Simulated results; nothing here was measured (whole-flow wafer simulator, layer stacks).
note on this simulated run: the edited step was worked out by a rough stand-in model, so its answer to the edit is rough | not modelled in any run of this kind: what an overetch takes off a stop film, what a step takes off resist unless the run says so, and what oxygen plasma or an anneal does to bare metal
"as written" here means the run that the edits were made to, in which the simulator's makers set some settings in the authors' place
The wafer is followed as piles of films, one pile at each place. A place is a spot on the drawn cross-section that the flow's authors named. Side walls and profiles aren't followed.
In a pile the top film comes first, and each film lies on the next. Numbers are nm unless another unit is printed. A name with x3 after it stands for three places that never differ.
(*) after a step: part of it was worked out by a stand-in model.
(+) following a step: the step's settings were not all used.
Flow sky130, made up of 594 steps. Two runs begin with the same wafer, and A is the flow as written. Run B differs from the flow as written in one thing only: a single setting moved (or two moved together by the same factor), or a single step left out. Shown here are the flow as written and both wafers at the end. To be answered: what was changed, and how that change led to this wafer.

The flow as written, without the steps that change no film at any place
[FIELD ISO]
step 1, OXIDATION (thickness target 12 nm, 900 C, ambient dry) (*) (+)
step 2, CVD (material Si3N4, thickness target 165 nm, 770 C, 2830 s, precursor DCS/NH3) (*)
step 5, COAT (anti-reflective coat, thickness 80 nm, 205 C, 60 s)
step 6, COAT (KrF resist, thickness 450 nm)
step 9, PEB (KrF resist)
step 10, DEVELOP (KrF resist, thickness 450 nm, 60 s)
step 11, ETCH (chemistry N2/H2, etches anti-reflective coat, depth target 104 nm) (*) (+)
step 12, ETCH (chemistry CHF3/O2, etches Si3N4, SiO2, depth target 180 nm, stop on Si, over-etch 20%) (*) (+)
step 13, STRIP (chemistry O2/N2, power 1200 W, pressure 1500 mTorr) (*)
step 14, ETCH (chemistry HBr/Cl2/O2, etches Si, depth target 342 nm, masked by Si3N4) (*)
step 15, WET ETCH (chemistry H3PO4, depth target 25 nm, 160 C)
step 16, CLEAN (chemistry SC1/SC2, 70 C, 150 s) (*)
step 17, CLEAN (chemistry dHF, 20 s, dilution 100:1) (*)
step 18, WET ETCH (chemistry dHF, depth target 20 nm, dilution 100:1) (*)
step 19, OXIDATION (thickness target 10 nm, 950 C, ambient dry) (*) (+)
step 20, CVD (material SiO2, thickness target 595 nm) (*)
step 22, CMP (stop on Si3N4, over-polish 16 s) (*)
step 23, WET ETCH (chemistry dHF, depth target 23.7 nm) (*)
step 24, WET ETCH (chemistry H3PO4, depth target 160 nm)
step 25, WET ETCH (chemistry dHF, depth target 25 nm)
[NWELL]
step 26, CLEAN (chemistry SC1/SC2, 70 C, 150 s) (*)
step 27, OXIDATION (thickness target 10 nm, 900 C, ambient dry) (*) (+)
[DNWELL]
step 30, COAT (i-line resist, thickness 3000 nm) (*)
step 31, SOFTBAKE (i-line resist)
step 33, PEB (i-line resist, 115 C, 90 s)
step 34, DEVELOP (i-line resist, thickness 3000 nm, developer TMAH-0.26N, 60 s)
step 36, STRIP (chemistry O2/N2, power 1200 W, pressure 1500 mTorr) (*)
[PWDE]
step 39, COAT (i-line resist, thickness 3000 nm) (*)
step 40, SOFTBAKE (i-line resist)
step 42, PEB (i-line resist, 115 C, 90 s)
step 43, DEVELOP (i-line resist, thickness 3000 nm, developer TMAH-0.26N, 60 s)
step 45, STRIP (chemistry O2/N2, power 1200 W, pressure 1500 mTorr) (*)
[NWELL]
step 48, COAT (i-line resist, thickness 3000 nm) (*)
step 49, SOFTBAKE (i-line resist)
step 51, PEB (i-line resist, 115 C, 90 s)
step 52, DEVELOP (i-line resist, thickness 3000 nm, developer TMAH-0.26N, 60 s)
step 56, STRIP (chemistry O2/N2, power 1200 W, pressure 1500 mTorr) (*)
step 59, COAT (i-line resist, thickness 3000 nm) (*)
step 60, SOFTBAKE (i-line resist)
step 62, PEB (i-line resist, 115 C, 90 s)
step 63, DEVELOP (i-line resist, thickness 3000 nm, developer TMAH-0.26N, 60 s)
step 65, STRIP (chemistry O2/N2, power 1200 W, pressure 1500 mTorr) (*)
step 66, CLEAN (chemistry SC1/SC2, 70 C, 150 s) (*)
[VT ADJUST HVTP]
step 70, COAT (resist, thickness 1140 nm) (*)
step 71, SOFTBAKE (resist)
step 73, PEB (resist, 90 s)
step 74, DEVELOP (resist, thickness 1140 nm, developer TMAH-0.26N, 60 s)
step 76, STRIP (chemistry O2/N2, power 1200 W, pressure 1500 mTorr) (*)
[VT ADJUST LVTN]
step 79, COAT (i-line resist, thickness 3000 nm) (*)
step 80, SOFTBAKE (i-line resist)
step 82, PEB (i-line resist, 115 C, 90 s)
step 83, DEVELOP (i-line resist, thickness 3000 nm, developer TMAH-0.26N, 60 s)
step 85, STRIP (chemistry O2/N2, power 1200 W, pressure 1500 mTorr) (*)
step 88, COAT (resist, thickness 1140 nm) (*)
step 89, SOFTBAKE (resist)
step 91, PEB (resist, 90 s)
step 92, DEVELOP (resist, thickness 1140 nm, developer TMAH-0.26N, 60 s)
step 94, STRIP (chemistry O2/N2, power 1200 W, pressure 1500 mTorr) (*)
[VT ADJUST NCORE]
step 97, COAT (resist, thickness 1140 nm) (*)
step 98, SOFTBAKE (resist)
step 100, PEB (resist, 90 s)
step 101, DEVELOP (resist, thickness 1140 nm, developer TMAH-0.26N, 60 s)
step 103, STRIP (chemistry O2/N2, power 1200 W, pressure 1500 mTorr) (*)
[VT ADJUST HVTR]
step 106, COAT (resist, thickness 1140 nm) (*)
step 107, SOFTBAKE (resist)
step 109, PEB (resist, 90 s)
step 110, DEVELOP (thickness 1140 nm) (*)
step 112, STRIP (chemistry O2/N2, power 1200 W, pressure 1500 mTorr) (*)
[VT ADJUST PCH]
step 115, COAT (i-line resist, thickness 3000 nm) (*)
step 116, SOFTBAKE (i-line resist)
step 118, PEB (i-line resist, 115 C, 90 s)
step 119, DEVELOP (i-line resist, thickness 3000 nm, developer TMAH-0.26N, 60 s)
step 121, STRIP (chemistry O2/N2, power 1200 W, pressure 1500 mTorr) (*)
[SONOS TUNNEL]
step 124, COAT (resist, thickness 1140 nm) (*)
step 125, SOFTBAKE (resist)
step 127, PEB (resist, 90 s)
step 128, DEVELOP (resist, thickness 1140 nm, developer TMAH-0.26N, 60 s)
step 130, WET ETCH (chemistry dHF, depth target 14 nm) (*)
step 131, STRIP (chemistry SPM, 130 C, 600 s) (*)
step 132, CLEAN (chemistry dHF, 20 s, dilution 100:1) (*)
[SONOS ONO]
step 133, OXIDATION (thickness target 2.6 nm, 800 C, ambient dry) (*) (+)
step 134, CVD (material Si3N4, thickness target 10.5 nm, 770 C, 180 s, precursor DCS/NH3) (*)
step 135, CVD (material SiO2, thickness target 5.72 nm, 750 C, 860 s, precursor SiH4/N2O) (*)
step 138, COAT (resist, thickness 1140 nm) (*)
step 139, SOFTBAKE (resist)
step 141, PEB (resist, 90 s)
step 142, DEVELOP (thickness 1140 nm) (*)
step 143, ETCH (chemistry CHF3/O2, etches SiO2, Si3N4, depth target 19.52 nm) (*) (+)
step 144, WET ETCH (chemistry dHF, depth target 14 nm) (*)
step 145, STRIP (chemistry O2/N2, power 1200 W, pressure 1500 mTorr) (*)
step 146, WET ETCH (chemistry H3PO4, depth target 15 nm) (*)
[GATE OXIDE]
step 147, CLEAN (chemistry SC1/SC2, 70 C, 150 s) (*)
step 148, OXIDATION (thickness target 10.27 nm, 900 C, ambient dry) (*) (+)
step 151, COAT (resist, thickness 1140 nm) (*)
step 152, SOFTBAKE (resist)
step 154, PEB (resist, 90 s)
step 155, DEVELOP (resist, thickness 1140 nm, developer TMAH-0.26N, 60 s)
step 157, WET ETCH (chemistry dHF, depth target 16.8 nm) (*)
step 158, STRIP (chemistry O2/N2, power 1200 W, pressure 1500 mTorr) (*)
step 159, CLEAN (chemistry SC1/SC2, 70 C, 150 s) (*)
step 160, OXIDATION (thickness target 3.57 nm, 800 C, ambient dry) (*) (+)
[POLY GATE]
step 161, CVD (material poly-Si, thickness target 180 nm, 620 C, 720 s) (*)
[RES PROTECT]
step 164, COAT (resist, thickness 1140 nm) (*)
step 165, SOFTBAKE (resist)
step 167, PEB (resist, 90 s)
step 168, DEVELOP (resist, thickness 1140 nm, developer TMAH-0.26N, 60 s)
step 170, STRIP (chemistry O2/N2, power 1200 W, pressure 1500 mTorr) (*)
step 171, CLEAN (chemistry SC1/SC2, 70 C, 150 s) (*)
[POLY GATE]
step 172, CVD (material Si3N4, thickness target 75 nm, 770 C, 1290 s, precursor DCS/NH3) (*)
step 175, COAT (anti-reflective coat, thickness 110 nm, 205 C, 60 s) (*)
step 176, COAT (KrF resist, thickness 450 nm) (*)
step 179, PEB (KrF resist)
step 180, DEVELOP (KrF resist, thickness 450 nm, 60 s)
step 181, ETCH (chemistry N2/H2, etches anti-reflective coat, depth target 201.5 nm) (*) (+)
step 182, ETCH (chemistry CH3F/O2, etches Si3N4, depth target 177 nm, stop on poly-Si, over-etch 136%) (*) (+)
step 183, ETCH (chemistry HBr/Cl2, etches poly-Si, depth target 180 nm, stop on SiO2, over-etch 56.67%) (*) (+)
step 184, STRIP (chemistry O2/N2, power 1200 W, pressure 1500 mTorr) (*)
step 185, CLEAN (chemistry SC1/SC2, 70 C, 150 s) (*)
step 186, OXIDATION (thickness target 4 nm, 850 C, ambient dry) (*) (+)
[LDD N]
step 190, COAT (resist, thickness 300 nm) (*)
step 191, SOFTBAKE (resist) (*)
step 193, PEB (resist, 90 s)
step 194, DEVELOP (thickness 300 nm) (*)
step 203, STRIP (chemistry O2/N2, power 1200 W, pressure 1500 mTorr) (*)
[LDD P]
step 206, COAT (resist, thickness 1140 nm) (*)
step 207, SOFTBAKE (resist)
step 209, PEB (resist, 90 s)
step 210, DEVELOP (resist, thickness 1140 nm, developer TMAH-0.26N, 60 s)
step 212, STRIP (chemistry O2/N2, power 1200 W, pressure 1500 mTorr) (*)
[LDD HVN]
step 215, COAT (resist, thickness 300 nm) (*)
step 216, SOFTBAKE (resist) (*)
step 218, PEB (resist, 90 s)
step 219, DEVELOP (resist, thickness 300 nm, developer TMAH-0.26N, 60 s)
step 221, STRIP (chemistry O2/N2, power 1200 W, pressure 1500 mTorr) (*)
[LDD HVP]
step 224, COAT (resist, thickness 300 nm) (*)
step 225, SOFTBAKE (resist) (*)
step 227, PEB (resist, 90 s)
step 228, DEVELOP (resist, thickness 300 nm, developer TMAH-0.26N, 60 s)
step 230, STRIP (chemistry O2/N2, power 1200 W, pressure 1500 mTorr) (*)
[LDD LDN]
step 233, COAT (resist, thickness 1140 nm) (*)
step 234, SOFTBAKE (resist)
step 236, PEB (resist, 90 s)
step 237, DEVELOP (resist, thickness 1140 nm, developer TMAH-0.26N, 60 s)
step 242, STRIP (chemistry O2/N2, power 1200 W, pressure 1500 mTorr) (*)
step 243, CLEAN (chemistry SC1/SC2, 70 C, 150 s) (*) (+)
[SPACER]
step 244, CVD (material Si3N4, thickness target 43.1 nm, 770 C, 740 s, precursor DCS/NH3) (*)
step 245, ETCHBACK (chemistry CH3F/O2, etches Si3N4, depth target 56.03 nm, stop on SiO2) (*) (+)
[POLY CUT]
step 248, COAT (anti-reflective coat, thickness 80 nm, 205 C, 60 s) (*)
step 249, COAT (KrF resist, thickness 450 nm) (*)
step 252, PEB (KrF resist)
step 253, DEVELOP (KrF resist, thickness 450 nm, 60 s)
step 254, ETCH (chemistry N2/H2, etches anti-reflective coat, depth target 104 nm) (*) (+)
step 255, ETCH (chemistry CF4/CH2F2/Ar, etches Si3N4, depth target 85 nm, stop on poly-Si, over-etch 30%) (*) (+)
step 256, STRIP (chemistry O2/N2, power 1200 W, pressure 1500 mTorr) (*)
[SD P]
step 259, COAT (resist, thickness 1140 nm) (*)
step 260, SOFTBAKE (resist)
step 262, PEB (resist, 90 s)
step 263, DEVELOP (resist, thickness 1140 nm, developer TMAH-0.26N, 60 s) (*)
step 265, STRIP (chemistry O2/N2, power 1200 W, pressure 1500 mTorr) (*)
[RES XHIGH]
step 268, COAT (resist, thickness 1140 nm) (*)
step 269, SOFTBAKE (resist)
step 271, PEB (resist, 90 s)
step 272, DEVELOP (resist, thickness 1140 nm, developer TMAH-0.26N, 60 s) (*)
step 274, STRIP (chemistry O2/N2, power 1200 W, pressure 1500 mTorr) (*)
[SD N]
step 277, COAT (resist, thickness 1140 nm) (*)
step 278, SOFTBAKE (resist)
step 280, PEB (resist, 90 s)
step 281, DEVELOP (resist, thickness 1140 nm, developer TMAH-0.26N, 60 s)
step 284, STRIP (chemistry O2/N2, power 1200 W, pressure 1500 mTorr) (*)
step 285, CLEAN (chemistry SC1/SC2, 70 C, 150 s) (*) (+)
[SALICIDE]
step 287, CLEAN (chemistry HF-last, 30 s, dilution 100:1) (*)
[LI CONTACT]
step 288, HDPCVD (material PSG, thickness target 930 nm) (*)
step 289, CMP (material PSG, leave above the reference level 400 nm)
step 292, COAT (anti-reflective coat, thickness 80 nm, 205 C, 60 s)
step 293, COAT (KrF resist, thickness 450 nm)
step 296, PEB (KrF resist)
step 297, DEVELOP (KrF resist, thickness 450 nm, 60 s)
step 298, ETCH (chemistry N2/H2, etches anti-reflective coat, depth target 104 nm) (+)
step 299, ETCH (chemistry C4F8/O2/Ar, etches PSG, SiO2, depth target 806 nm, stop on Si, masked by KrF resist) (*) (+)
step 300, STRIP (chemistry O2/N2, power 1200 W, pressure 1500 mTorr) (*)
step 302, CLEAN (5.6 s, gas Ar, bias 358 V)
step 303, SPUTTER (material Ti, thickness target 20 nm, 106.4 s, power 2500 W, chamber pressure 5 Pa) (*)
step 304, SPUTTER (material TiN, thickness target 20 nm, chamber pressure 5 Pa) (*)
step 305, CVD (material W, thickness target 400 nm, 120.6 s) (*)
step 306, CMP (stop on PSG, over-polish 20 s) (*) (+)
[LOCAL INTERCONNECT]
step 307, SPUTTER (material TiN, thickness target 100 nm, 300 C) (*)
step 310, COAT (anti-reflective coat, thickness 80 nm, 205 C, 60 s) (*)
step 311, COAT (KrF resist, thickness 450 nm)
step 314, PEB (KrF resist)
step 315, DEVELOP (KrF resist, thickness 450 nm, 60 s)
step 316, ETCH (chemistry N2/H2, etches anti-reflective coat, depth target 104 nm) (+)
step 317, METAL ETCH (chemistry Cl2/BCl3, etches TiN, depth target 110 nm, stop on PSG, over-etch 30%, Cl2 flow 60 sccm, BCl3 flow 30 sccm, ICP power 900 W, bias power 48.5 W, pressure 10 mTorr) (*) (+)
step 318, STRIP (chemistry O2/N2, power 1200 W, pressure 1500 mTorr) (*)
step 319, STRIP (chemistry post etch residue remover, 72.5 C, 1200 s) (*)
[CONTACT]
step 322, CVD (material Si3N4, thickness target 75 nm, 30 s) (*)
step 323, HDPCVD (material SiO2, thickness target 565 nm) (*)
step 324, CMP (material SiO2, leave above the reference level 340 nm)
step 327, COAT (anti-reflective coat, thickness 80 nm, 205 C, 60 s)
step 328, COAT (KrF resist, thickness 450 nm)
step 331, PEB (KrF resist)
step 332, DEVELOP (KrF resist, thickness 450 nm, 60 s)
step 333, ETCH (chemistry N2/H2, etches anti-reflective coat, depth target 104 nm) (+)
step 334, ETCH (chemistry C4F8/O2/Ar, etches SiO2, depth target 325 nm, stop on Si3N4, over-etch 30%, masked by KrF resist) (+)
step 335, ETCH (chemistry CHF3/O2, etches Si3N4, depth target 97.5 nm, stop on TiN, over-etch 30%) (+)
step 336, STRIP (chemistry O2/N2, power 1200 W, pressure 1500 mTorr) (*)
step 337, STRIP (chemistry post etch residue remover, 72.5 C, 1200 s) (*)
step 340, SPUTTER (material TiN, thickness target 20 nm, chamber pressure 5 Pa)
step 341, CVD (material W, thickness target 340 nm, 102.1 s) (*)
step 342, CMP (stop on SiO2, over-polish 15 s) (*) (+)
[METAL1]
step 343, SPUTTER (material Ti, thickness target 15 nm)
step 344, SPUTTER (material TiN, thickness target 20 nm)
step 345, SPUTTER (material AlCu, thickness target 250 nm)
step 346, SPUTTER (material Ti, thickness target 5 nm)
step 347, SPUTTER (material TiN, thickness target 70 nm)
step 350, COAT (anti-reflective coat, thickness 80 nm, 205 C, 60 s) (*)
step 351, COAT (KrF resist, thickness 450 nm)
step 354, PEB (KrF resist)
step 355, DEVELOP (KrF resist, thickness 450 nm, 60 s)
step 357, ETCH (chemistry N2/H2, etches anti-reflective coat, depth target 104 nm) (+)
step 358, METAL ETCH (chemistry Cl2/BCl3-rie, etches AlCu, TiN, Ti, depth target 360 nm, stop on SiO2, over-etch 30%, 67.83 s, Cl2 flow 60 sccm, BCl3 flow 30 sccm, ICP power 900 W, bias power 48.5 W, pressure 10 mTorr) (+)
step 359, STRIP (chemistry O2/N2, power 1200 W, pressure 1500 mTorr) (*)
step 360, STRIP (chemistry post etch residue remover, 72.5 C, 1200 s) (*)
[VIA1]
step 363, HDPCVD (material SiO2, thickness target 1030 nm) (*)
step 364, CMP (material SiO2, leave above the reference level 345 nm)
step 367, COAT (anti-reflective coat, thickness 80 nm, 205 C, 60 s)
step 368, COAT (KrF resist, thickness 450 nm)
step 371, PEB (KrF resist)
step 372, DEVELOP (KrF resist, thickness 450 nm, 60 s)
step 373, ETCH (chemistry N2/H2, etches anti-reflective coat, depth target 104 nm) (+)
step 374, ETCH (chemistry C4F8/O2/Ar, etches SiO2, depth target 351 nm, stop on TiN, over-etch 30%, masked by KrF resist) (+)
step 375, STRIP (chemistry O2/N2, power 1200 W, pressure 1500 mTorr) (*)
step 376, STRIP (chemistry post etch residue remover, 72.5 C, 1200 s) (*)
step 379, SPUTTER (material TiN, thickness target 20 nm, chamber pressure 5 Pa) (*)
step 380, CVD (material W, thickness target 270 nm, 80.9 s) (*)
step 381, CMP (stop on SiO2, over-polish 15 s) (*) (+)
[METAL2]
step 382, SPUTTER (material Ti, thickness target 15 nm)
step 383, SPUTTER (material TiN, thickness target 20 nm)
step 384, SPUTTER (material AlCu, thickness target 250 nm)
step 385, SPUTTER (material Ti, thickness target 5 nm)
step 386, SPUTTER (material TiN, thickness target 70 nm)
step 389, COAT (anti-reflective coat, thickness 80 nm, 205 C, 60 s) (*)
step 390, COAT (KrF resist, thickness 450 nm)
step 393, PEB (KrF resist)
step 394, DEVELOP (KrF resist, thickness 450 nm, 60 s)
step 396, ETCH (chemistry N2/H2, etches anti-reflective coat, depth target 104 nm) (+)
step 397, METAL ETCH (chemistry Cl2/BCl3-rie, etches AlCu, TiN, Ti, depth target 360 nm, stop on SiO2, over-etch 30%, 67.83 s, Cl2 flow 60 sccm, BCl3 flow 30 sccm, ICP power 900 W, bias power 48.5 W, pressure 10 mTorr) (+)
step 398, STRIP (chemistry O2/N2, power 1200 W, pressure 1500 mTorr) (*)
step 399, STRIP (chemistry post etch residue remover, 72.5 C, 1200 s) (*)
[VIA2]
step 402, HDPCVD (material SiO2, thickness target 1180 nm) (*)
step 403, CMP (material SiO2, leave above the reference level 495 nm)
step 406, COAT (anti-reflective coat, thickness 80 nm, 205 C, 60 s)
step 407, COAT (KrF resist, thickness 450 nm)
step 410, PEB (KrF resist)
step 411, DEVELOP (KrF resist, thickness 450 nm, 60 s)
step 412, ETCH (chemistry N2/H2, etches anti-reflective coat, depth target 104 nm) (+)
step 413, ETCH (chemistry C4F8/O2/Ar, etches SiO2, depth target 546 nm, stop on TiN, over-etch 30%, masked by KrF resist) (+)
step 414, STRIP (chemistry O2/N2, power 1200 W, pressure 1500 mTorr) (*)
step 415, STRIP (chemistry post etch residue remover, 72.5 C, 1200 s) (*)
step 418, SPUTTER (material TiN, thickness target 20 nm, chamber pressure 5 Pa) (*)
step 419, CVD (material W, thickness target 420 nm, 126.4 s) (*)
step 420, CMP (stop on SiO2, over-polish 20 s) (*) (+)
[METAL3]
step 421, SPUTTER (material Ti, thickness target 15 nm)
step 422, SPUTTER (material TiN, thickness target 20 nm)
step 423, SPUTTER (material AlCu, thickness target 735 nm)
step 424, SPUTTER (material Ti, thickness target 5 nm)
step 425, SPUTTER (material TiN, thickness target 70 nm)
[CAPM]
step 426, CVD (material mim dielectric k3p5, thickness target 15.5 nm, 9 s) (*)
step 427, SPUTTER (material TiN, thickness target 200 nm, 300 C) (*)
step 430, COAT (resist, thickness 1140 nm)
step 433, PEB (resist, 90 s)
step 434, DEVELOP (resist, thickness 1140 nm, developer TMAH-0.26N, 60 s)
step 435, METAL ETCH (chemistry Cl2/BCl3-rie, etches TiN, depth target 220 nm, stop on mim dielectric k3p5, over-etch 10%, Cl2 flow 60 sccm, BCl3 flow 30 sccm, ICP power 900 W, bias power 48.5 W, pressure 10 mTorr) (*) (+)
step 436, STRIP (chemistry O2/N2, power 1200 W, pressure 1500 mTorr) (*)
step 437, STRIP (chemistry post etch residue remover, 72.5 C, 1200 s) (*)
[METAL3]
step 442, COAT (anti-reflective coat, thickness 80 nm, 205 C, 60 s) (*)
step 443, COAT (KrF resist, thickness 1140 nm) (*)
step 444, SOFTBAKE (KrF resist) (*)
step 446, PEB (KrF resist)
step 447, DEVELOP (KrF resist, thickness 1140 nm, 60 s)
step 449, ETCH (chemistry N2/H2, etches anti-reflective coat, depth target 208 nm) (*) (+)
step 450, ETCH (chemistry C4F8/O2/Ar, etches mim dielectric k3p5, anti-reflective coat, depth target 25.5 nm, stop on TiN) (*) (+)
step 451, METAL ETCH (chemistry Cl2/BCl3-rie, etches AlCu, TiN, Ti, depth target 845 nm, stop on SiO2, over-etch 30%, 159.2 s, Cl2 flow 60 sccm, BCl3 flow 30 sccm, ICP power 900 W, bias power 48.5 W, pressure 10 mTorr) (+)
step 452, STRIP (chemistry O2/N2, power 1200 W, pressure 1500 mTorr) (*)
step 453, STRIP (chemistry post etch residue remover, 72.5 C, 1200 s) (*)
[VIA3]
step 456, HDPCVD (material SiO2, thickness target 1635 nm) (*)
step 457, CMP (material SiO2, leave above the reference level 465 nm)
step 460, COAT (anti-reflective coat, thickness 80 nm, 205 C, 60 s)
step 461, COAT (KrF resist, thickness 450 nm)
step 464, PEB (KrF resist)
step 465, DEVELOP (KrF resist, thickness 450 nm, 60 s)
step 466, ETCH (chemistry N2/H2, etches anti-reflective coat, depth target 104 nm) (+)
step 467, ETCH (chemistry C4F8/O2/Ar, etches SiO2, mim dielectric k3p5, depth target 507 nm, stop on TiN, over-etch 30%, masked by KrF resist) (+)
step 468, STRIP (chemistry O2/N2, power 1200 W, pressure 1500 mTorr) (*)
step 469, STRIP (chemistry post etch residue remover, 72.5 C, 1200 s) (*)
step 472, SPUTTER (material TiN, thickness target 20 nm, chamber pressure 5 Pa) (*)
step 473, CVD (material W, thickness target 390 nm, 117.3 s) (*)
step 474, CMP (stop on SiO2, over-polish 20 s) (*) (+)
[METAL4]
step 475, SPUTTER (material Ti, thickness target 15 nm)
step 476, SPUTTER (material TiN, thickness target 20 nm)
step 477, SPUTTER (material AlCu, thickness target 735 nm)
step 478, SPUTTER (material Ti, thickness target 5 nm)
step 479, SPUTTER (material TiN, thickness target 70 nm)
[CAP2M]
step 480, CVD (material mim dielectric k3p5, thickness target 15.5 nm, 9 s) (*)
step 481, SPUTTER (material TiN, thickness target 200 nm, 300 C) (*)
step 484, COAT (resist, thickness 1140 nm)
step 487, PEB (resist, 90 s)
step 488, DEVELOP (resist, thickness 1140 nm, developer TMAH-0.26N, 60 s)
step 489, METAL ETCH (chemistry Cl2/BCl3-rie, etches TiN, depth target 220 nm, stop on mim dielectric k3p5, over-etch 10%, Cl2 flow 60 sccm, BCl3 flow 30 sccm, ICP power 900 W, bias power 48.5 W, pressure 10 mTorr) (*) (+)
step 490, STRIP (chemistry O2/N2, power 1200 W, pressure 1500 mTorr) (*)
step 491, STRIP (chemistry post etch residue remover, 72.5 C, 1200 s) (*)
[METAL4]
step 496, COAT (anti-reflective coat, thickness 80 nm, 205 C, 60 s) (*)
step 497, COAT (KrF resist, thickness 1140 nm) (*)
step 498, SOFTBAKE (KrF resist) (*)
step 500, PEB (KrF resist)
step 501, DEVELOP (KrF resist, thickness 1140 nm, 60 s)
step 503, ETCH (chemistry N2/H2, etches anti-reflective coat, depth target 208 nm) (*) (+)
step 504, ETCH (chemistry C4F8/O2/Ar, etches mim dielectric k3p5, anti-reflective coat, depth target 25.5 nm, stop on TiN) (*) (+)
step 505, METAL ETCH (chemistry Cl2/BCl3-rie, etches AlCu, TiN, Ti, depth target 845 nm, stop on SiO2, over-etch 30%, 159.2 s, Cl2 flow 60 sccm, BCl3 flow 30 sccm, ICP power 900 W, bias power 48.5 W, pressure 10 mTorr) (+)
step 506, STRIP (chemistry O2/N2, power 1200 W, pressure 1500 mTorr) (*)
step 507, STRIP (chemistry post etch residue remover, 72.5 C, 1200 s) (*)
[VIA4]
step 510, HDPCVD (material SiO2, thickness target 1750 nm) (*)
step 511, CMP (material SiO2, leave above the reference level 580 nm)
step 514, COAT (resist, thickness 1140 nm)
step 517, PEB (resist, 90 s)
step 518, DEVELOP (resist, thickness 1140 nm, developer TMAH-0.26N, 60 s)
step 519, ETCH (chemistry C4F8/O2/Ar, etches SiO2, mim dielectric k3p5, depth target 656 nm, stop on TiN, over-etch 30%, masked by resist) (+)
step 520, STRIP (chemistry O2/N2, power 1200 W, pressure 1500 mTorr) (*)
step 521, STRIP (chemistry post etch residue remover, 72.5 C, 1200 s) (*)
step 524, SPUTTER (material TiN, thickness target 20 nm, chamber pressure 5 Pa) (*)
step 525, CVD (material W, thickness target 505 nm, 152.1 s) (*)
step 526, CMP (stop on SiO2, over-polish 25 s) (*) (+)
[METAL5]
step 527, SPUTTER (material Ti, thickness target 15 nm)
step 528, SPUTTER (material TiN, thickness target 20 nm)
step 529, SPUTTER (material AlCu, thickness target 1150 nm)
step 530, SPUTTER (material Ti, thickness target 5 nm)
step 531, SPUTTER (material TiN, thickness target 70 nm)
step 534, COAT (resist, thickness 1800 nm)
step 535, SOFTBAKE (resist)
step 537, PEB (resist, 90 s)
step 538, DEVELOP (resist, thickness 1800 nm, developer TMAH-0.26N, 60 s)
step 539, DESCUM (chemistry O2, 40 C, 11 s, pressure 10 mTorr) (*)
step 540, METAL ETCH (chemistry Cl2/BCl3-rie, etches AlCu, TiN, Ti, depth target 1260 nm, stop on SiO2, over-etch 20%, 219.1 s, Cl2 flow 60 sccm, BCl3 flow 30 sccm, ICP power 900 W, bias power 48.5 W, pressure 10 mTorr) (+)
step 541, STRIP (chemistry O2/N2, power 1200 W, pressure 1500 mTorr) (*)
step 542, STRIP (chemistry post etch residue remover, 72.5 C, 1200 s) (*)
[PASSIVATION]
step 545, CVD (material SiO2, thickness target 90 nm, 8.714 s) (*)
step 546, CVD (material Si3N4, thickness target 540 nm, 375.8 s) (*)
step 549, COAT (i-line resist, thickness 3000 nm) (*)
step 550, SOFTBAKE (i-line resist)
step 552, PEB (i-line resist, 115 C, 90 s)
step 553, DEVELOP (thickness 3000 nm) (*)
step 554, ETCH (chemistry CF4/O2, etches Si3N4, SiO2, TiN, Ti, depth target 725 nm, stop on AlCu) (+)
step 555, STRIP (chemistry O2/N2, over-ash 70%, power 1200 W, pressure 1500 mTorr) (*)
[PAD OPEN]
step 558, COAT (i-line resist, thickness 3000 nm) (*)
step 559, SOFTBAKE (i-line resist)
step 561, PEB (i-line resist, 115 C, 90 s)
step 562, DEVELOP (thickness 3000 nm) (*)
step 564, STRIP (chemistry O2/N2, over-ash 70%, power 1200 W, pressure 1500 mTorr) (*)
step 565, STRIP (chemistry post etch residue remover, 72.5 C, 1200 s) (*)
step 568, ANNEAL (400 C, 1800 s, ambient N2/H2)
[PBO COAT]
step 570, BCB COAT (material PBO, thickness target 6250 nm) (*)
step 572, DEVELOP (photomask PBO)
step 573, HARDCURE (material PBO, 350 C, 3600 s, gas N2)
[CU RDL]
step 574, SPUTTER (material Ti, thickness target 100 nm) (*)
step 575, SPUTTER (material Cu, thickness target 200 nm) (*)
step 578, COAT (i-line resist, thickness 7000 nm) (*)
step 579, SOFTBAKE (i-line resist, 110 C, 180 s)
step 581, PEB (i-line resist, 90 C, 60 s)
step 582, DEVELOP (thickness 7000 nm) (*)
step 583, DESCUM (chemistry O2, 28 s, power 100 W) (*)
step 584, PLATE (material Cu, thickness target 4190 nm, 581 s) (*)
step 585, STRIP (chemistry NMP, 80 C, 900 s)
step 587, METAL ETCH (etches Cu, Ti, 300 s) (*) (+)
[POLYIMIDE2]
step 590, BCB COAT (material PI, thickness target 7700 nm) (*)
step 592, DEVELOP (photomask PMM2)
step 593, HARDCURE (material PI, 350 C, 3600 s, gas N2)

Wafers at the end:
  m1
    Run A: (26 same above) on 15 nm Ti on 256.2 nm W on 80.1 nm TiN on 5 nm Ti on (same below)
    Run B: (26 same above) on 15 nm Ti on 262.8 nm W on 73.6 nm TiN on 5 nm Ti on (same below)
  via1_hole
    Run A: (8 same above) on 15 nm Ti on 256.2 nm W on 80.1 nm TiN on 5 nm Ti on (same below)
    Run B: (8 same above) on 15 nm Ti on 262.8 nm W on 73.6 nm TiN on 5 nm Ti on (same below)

What caused this: step 379, SPUTTER: thickness target 8 nm was run, though the flow has thickness target 20 nm.

Step by step, how the change led to this:
  step 379, SPUTTER (material TiN, thickness target 20 nm, chamber pressure 5 Pa) (*)
      field, active, n_well and 186 more: A +20 TiN (new film) | B +8 TiN (new film)
      m1: A +11 TiN | B +4.41 TiN
      (also at 1 further place)
  step 381, CMP (stop on SiO2, over-polish 15 s) (*) (+)
      field, active, n_well and 186 more: A -270 W (all of it), -20 TiN (all of it), -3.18 SiO2 | B -270 W (all of it), -8 TiN (all of it), -3.18 SiO2
      m1, via1_hole: A -293.6 W | B -281.6 W
